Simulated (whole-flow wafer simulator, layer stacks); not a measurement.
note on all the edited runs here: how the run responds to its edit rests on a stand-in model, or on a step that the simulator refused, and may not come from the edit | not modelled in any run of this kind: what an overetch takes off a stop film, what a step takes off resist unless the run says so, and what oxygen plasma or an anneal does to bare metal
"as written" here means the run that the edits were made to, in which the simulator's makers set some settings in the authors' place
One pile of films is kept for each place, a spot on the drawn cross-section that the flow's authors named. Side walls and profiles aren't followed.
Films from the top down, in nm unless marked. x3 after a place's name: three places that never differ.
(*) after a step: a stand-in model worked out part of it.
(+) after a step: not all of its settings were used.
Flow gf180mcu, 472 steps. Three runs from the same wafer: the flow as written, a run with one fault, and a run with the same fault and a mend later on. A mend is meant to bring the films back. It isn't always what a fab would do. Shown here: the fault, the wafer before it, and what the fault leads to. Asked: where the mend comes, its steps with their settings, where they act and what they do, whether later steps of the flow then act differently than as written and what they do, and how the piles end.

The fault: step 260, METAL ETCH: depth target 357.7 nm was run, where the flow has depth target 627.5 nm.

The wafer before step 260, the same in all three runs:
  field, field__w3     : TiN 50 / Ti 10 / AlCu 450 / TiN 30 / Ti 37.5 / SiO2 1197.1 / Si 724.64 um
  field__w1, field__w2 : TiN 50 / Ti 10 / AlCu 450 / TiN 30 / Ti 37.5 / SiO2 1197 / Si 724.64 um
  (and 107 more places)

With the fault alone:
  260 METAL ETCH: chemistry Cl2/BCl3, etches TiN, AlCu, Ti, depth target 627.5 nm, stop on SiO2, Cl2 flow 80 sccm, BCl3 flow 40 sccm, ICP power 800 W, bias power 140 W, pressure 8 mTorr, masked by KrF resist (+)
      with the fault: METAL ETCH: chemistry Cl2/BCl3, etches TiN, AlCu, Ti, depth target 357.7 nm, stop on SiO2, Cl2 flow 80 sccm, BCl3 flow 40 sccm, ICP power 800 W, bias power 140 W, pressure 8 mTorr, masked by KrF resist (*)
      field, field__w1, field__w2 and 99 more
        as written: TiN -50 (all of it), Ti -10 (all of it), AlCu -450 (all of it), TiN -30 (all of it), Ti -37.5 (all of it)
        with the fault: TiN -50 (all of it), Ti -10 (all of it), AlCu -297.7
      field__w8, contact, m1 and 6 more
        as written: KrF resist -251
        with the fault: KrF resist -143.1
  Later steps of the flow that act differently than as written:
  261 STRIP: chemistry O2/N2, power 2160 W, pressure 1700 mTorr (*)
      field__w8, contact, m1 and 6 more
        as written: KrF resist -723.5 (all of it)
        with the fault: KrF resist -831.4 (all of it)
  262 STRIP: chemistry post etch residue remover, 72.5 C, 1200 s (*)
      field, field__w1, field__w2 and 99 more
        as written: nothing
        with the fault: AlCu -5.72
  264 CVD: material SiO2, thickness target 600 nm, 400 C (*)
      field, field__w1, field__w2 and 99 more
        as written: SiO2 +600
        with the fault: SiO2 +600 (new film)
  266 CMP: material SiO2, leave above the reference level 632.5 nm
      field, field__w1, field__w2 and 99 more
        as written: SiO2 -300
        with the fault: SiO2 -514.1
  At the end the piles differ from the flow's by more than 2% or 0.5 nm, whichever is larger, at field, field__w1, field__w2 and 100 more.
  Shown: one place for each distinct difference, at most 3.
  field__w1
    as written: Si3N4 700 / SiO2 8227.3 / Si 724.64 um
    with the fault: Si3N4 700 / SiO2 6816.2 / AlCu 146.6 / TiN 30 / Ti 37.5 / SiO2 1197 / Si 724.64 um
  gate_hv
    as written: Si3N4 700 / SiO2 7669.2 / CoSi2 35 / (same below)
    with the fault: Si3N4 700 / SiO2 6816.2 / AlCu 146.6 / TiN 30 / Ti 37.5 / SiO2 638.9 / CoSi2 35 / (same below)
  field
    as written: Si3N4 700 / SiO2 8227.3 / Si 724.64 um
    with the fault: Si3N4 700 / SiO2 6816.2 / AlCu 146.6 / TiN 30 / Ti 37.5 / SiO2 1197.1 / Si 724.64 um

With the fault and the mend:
  The mend comes after step 260.
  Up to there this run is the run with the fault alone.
  260a METAL ETCH: chemistry Cl2/BCl3, etches TiN, AlCu, Ti, depth target 269.8 nm, stop on SiO2, Cl2 flow 80 sccm, BCl3 flow 40 sccm, ICP power 800 W, bias power 140 W, pressure 8 mTorr, masked by KrF resist (+) (the flow's step 260 once more, with other settings)
      field, field__w1, field__w2 and 99 more
        AlCu -152.3 (all of it), TiN -30 (all of it), Ti -37.5 (all of it)
      field__w8, contact, m1 and 6 more
        KrF resist -107.9
  No later step of the flow acts differently than as written at any place that is followed.
  At the end the piles are the same as the flow's at every place that both follow.
